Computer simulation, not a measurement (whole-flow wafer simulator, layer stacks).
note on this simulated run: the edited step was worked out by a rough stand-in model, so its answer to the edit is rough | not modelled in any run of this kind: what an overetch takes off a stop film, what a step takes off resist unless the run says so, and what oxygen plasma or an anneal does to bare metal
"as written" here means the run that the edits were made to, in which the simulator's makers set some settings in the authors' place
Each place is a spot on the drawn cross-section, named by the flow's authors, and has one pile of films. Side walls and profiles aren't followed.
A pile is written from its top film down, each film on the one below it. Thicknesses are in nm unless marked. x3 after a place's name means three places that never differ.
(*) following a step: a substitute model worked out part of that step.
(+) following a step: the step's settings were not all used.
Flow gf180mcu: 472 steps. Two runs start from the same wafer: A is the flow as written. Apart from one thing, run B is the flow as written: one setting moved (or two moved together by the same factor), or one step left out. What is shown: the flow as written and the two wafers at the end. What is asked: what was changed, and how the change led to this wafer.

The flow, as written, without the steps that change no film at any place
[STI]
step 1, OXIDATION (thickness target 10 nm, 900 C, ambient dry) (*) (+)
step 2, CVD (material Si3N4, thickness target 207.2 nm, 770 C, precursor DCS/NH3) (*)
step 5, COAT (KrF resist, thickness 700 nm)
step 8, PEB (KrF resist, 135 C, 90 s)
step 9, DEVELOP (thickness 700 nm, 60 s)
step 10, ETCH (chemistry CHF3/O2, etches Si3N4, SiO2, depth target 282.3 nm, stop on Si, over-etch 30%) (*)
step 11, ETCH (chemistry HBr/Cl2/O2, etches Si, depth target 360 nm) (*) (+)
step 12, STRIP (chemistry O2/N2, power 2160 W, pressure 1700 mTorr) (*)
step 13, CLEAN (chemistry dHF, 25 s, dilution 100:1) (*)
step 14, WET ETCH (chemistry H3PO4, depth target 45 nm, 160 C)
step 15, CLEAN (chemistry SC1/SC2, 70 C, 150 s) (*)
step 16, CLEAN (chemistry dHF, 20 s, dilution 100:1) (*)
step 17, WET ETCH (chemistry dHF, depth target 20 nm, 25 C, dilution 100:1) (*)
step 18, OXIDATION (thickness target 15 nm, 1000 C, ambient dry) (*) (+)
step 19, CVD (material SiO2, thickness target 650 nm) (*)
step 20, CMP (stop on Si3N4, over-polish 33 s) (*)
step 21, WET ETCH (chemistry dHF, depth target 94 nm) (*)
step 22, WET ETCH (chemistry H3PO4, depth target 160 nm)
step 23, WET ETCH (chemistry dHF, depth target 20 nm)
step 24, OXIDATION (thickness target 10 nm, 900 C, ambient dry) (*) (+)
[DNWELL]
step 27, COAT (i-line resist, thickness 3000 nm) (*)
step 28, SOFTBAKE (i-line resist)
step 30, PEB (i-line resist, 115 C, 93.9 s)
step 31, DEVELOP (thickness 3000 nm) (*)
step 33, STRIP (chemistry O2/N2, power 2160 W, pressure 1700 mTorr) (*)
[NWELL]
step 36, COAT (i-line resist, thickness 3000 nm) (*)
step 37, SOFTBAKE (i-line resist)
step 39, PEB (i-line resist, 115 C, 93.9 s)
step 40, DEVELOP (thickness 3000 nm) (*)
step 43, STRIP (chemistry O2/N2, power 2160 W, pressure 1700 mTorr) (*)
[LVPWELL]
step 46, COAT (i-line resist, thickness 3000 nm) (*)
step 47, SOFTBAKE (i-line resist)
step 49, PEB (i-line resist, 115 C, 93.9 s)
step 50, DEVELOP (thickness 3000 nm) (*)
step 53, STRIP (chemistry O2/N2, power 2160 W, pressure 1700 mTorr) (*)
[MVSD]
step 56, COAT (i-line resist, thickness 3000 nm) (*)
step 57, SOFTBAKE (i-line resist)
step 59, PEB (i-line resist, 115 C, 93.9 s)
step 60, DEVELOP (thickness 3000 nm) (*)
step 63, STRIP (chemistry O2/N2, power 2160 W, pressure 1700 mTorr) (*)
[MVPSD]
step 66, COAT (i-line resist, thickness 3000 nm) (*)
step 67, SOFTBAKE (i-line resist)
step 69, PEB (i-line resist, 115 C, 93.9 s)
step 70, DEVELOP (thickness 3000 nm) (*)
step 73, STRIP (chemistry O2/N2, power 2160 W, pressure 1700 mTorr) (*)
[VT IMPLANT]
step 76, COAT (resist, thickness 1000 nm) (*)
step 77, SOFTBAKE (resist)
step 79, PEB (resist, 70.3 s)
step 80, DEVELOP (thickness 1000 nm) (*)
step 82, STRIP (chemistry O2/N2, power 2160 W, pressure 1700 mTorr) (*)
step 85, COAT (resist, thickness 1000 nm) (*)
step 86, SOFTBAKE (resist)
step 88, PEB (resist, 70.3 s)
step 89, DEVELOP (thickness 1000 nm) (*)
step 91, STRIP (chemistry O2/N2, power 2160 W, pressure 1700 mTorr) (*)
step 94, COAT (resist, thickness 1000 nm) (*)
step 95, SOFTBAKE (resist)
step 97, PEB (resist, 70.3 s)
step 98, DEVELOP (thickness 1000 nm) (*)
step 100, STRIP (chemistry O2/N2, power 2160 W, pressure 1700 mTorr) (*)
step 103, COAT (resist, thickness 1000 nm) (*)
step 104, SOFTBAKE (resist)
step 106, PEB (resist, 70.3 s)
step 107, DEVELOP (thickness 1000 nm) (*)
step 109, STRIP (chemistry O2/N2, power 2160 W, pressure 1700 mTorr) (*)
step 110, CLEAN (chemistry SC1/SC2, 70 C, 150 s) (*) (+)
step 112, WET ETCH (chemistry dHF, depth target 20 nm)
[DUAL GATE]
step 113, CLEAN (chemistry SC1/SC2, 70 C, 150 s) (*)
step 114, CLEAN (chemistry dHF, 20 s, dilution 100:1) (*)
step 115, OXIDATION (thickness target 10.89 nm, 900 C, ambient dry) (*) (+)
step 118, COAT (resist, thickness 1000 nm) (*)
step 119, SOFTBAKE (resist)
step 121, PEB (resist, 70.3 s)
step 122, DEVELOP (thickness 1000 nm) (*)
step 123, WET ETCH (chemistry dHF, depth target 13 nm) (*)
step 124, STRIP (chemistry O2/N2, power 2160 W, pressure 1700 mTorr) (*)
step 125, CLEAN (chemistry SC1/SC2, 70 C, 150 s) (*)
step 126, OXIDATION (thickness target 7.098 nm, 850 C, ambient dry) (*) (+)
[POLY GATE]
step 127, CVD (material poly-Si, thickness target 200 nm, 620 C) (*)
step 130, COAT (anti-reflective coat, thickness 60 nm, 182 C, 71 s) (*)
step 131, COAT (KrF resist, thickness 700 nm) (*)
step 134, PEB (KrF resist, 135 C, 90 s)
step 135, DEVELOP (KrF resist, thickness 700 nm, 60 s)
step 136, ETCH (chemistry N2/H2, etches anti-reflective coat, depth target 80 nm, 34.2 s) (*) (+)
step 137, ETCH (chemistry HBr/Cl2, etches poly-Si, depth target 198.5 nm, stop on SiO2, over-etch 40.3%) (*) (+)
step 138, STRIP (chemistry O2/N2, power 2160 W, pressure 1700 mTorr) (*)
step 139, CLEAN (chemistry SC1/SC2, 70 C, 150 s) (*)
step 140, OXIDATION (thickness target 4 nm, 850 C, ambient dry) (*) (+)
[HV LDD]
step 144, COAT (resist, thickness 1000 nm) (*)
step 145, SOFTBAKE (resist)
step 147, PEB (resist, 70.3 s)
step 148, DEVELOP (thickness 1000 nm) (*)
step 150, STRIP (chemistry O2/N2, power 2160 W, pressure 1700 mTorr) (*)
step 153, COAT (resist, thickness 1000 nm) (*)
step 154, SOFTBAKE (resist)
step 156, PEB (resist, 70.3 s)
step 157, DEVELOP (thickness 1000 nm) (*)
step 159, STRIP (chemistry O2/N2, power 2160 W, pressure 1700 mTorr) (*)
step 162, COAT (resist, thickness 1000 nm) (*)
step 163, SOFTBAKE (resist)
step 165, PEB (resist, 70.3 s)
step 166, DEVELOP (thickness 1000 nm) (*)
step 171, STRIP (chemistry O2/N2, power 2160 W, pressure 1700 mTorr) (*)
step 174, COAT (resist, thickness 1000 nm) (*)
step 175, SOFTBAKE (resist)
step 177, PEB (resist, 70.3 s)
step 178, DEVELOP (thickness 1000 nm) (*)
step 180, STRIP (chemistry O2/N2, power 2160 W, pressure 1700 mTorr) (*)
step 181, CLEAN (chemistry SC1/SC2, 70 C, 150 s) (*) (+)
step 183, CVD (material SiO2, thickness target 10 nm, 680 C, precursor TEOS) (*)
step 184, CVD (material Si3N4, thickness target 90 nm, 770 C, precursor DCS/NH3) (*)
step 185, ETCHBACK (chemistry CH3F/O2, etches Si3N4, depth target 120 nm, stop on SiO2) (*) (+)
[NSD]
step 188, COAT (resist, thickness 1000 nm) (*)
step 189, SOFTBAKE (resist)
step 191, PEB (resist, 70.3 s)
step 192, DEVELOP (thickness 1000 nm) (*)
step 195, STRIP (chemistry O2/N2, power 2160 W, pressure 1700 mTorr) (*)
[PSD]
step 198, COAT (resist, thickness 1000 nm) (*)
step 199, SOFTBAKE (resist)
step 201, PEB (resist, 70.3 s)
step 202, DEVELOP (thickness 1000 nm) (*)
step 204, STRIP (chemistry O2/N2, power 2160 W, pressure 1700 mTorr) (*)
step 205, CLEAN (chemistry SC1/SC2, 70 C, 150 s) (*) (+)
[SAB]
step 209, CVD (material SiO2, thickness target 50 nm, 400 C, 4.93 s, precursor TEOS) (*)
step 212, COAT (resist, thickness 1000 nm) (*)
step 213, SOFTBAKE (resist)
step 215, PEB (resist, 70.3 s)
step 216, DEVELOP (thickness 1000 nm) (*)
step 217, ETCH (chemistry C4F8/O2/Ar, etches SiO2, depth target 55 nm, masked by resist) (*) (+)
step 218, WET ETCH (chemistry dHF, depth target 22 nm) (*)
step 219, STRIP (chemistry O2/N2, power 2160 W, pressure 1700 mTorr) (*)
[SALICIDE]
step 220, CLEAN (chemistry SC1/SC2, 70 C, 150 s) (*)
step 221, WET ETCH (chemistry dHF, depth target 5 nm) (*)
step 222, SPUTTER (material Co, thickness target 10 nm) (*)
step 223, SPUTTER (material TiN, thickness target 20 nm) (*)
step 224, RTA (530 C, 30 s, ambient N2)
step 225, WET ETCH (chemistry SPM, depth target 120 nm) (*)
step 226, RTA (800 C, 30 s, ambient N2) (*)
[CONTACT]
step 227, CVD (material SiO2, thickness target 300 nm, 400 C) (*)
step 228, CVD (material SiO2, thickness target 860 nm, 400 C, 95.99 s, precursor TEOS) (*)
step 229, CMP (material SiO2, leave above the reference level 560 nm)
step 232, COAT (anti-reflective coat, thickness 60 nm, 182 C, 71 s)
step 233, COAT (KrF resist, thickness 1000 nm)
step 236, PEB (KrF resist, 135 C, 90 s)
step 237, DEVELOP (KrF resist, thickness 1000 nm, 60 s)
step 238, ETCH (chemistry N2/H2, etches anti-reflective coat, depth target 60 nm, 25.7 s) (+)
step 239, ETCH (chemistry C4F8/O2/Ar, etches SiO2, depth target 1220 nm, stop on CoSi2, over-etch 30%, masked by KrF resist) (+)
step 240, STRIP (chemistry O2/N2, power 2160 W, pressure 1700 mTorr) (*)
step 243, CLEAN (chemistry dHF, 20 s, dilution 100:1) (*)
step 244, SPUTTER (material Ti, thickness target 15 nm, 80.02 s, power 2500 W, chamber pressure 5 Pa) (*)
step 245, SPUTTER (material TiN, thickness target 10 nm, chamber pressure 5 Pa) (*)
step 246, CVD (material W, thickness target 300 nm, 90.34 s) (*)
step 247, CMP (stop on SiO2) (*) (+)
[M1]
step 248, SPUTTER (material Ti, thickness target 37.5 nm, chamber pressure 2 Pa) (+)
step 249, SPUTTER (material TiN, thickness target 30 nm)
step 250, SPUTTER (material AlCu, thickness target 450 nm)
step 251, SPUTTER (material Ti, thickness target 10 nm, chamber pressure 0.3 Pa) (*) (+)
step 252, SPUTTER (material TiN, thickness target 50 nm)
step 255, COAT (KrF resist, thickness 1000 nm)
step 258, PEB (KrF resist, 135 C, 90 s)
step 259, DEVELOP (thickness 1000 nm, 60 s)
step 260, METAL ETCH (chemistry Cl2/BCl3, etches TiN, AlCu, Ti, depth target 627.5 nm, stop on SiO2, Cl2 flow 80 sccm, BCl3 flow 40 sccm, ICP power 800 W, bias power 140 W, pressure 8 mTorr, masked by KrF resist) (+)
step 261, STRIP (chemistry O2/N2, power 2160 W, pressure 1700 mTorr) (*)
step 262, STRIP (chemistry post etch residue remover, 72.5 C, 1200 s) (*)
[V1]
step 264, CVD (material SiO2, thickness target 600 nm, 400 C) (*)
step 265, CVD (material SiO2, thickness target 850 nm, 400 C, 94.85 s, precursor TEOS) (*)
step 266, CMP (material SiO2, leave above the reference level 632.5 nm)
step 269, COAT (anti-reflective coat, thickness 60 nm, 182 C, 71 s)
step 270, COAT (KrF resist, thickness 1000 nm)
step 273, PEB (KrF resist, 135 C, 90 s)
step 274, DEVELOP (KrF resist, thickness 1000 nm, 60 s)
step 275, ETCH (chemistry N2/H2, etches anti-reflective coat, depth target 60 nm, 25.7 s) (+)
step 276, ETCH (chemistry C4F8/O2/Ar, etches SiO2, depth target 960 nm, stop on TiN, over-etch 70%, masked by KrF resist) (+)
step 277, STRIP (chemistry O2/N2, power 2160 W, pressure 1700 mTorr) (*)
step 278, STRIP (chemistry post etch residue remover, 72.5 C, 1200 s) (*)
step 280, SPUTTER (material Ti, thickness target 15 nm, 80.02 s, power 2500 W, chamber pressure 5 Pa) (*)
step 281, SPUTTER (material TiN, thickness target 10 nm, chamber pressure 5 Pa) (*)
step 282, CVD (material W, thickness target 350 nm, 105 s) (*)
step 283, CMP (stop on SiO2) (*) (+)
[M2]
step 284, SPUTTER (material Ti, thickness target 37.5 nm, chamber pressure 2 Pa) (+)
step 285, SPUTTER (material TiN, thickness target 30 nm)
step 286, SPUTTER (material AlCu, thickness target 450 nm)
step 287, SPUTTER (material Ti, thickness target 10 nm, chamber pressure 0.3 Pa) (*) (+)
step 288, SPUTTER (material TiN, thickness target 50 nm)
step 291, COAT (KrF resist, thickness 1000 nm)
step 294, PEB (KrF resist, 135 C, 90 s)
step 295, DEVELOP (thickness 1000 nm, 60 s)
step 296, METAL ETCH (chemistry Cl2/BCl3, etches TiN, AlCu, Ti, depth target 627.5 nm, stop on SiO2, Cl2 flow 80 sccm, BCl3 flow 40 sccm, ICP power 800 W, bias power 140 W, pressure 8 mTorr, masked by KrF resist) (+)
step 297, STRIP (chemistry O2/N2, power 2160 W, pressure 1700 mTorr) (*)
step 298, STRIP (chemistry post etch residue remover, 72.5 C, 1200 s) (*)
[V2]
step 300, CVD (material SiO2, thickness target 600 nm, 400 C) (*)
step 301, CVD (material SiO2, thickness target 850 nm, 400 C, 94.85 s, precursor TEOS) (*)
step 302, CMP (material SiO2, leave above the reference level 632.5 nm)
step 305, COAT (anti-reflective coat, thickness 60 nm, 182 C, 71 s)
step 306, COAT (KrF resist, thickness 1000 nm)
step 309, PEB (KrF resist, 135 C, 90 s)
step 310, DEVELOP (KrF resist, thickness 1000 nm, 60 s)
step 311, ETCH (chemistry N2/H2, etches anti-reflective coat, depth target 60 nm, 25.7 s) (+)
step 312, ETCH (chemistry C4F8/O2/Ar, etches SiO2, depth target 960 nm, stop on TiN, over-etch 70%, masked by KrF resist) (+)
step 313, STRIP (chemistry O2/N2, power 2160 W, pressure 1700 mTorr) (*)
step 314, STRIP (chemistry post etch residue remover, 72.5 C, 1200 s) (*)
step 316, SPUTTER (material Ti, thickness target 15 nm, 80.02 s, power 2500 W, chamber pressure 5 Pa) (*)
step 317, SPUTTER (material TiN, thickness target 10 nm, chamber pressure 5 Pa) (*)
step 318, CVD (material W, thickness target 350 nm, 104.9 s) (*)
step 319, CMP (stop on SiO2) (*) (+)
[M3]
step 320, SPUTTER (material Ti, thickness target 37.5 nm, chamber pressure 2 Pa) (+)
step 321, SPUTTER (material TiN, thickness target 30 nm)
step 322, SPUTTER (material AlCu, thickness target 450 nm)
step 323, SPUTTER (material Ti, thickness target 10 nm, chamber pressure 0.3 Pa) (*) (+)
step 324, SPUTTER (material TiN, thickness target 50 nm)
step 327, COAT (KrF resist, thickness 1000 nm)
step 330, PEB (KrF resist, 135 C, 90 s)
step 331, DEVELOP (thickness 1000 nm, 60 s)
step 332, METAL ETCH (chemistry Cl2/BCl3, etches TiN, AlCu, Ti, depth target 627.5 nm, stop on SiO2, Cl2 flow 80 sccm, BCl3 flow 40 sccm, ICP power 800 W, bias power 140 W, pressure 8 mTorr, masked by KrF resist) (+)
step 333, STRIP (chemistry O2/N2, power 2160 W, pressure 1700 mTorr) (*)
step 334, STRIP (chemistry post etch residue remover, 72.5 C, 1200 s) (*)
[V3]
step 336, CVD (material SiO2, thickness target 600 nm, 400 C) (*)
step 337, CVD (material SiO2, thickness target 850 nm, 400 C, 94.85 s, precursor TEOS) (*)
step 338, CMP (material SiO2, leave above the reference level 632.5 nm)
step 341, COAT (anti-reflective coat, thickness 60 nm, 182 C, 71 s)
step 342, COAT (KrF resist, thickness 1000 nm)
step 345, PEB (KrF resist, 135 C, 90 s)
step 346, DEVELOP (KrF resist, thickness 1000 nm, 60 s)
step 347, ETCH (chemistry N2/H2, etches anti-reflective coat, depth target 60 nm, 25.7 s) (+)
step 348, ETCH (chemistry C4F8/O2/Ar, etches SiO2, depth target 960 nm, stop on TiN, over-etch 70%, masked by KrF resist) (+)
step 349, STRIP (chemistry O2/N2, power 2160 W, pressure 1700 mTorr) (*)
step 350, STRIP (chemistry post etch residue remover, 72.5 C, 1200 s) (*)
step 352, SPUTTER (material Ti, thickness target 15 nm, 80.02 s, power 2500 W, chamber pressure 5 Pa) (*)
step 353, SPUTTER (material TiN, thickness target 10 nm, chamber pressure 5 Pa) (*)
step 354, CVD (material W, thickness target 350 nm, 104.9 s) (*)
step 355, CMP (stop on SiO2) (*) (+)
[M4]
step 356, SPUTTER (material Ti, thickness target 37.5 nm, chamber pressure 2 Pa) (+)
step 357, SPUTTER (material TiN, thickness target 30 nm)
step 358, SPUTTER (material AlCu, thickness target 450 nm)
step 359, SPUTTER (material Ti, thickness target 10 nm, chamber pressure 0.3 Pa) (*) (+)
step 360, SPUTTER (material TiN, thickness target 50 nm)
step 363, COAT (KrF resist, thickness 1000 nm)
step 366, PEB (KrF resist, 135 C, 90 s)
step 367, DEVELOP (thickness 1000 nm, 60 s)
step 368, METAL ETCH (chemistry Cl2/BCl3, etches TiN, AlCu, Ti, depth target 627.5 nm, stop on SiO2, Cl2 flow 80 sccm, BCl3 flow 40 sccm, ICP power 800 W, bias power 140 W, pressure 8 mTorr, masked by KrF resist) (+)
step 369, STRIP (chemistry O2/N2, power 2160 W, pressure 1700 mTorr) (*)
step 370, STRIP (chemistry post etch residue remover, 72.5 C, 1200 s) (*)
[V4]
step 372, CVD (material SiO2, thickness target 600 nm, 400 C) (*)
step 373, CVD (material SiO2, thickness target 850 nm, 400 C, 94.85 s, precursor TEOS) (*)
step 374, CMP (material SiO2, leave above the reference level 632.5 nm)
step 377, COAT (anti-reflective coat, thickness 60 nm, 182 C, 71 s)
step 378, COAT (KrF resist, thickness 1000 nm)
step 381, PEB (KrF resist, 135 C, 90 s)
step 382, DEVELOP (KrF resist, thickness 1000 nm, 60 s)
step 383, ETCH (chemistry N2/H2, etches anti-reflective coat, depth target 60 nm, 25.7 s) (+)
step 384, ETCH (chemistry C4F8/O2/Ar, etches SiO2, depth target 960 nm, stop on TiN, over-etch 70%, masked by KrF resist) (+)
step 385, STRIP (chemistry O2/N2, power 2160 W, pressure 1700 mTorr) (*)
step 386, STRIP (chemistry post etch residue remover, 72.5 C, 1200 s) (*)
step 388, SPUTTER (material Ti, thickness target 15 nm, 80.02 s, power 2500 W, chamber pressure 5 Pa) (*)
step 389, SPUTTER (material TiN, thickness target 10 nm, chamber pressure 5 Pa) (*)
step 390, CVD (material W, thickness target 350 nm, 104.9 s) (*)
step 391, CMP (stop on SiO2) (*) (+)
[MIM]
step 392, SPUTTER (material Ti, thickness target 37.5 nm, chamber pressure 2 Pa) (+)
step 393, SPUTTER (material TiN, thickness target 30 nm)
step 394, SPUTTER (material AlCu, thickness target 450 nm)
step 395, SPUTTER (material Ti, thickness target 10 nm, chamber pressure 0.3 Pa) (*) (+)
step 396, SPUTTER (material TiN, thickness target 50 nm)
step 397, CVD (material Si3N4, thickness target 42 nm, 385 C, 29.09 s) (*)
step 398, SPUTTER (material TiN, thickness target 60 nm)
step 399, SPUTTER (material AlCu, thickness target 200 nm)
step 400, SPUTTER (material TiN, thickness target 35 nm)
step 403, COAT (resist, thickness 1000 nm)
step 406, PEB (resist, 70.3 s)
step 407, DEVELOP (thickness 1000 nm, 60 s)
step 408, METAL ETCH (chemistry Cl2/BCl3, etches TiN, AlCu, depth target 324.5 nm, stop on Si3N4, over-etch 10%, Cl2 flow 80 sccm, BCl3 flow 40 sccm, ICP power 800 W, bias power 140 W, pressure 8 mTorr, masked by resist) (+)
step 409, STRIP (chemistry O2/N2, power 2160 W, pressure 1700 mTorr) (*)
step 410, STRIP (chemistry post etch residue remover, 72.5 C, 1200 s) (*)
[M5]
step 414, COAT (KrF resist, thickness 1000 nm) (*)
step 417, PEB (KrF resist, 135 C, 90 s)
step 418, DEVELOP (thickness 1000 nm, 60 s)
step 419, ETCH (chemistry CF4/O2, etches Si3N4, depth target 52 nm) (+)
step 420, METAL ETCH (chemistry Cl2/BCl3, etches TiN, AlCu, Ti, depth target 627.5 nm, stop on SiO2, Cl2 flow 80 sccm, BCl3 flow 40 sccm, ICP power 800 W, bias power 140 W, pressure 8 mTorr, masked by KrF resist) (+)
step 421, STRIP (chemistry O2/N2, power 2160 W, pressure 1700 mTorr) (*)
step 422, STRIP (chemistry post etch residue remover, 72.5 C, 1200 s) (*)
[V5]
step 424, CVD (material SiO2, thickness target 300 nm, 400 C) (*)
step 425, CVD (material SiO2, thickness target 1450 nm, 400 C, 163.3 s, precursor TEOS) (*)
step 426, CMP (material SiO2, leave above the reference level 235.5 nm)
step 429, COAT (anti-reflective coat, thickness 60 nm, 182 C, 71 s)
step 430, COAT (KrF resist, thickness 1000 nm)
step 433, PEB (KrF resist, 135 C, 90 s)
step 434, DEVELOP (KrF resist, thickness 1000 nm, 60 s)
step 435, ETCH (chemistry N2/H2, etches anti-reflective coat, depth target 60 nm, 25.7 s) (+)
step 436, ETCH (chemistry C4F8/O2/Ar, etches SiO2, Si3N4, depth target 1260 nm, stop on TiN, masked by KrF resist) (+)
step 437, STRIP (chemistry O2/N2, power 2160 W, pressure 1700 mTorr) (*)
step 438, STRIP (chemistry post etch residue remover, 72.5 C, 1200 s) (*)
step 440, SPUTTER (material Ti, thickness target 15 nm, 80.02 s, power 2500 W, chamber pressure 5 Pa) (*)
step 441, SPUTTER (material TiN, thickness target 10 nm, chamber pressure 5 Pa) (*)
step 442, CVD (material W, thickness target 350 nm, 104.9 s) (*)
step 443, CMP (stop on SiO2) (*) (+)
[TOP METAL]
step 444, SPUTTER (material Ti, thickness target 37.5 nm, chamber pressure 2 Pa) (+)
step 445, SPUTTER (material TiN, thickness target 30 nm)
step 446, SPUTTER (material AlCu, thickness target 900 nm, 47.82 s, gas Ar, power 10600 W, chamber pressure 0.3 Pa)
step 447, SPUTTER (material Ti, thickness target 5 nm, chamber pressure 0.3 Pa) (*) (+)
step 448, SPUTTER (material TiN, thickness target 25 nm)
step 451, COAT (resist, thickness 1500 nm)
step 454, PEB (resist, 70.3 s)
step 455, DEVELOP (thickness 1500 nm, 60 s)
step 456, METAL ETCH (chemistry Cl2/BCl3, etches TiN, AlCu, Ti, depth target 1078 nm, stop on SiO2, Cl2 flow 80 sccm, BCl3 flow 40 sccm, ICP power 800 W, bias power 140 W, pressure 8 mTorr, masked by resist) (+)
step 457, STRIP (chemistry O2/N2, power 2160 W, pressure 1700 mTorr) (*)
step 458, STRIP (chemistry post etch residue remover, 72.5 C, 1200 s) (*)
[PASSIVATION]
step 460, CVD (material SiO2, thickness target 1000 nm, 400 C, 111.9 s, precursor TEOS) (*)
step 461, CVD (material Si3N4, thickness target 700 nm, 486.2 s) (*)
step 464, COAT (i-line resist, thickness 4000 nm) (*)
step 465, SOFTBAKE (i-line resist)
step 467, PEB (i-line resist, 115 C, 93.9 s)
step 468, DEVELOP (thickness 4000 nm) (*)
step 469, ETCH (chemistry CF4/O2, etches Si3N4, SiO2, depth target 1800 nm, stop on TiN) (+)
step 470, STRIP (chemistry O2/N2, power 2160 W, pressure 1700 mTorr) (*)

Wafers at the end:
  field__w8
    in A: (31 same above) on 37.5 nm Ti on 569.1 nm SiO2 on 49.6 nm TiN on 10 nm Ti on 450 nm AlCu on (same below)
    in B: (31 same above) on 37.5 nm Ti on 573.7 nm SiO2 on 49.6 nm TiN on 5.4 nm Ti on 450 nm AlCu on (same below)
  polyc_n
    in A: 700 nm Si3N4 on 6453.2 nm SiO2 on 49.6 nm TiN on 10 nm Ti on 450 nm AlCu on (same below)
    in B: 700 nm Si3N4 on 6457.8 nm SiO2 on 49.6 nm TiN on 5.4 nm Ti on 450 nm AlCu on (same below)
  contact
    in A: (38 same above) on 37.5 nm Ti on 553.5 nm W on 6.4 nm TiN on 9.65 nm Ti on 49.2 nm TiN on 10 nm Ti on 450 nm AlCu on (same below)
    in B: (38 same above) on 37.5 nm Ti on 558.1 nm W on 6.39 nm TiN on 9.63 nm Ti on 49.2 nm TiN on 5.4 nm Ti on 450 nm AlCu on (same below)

The reason: step 251, SPUTTER: thickness target 5.4 nm was run, whereas the flow has thickness target 10 nm.
The wafer lets one read it off: field__w8 has Ti 5.4, and step 251 as written asks for 10 nm.

Step by step, how the change led to this:
  step 251, SPUTTER (material Ti, thickness target 10 nm, chamber pressure 0.3 Pa) (*) (+)
      field, field__w1, field__w2 and 108 more: A Ti gains 10 (new film) | B Ti gains 5.4 (new film)
  step 260, METAL ETCH (chemistry Cl2/BCl3, etches TiN, AlCu, Ti, depth target 627.5 nm, stop on SiO2, Cl2 flow 80 sccm, BCl3 flow 40 sccm, ICP power 800 W, bias power 140 W, pressure 8 mTorr, masked by KrF resist) (+)
      field, field__w1, field__w2 and 99 more: A TiN loses 50 (all of it), Ti loses 10 (all of it), AlCu loses 450 (all of it), TiN loses 30 (all of it), Ti loses 37.5 (all of it) | B TiN loses 50 (all of it), Ti loses 5.4 (all of it), AlCu loses 450 (all of it), TiN loses 30 (all of it), Ti loses 37.5 (all of it)
